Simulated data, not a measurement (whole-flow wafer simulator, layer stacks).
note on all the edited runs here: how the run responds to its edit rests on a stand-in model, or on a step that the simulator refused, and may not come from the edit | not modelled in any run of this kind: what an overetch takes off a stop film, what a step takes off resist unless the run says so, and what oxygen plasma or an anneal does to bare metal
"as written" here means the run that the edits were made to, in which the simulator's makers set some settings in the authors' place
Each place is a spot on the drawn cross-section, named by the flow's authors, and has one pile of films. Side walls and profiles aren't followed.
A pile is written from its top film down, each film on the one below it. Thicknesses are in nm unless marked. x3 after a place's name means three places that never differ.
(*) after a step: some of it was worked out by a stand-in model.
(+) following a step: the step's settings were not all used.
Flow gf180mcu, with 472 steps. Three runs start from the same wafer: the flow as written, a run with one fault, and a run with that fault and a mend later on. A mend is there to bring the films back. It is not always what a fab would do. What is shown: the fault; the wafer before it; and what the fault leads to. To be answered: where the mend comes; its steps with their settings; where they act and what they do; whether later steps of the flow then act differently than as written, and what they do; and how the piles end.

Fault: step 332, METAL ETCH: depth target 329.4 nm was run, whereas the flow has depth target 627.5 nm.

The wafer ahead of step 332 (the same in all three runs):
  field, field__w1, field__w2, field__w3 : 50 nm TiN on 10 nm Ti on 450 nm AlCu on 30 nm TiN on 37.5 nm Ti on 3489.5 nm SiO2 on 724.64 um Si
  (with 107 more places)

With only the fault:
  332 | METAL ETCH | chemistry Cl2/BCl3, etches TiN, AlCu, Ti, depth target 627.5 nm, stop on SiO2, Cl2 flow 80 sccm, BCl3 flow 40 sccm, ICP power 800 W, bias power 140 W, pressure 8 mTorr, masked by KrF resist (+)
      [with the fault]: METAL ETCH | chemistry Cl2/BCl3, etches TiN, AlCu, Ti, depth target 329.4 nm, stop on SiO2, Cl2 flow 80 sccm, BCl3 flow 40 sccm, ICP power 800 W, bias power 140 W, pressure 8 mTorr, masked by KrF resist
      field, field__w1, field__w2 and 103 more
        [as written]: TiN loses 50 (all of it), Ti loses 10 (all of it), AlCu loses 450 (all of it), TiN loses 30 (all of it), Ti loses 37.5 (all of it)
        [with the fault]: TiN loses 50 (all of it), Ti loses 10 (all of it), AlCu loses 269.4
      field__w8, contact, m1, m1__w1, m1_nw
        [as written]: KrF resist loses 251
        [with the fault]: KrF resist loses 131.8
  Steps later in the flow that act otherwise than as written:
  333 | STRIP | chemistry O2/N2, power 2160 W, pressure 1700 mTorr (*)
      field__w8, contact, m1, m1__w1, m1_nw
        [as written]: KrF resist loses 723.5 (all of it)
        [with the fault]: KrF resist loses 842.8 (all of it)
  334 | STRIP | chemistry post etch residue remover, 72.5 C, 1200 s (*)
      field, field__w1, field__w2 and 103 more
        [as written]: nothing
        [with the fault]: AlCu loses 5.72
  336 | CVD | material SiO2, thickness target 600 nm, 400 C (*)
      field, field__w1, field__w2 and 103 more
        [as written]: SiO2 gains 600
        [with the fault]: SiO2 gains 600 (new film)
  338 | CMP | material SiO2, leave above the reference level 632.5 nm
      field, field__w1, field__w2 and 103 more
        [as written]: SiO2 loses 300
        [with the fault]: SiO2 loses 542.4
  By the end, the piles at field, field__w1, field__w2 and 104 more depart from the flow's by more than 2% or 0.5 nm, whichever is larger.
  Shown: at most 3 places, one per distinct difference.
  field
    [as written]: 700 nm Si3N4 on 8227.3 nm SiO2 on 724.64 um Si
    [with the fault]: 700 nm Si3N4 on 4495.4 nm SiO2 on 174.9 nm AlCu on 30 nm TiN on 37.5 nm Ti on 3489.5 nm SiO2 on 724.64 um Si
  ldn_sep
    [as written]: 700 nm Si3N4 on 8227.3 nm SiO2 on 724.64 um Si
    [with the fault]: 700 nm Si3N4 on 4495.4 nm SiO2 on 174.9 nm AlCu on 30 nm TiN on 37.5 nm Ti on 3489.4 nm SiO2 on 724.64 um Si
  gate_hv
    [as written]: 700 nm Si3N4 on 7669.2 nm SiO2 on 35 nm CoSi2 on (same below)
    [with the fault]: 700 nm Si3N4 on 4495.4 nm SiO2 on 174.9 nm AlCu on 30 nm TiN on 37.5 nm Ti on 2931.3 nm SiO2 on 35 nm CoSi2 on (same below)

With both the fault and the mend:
  The mend stands after step 334.
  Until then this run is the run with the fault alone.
  334a | DEHYDRATE | 200 C, 60 s (a further turn of the flow's step 325)
      does not change any film at any place that is followed
  334b | HMDS | 120 C, 60 s (a further turn of the flow's step 326)
      does not change any film at any place that is followed
  334c | COAT | KrF resist, thickness 1000 nm (*) (a further turn of the flow's step 327)
      iso_ptap_pw, iso_ntap_nw, iso_nw_fld and 33 more
        KrF resist gains 1000 (new film)
      field__w6, field__w10, field_sub__w2 and 13 more
        KrF resist gains 1002.1 (new film)
      field__w5, field__w9, field_sub and 7 more
        KrF resist gains 1002.2 (new film)
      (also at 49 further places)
  334d | SOFTBAKE | KrF resist (a further turn of the flow's step 328)
      does not change any film at any place that is followed
  334e | EXPOSE | photomask Metal3 (a further turn of the flow's step 329)
      does not change any film at any place that is followed
  334f | PEB | KrF resist, 135 C, 90 s (a further turn of the flow's step 330)
      field__w1, field__w2, field__w3 and 58 more
        KrF resist loses 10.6
      iso_ptap_pw, iso_ntap_nw, iso_nw_fld and 33 more
        KrF resist loses 10.5
      sd_p, gate_p, nw_sep_fld, polyc_n
        KrF resist loses 10.7
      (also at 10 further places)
  334g | DEVELOP | thickness 1000 nm, 60 s (a further turn of the flow's step 331)
      iso_ptap_pw, iso_ntap_nw, iso_nw_fld and 33 more
        KrF resist loses 989.5 (all of it)
      field__w5, field__w9, field__w10 and 10 more
        KrF resist loses 991.6 (all of it)
      field_sub, field_sub__w1, field_sub__w3 and 9 more
        KrF resist loses 991.7 (all of it)
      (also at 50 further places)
  334h | METAL ETCH | chemistry Cl2/BCl3, etches TiN, AlCu, Ti, depth target 298.1 nm, stop on SiO2, Cl2 flow 80 sccm, BCl3 flow 40 sccm, ICP power 800 W, bias power 140 W, pressure 8 mTorr, masked by KrF resist (+) (a further turn of the flow's step 332, with different settings)
      field, field__w1, field__w2 and 103 more
        AlCu loses 174.9 (all of it), TiN loses 30 (all of it), Ti loses 37.5 (all of it)
      field__w8, contact, m1, m1__w1, m1_nw
        KrF resist loses 119.2
  334i | STRIP | chemistry O2/N2, power 2160 W, pressure 1700 mTorr (*) (a further turn of the flow's step 333)
      field__w8, m1
        KrF resist loses 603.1 (all of it)
      contact
        KrF resist loses 601.3 (all of it)
      m1__w1
        KrF resist loses 611.6 (all of it)
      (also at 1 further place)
  334j | STRIP | chemistry post etch residue remover, 72.5 C, 1200 s (*) (a further turn of the flow's step 334)
      field__w8, contact, m1, m1__w1, m1_nw
        TiN loses 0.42
  Later steps of the flow that are run all act as written at every place that is followed, up to a difference of at most 2% or 0.5 nm, whichever is larger.
  When the end is reached, the piles differ only a little from the flow's at the places that both follow, at most by 2% or 0.5 nm, whichever is larger.
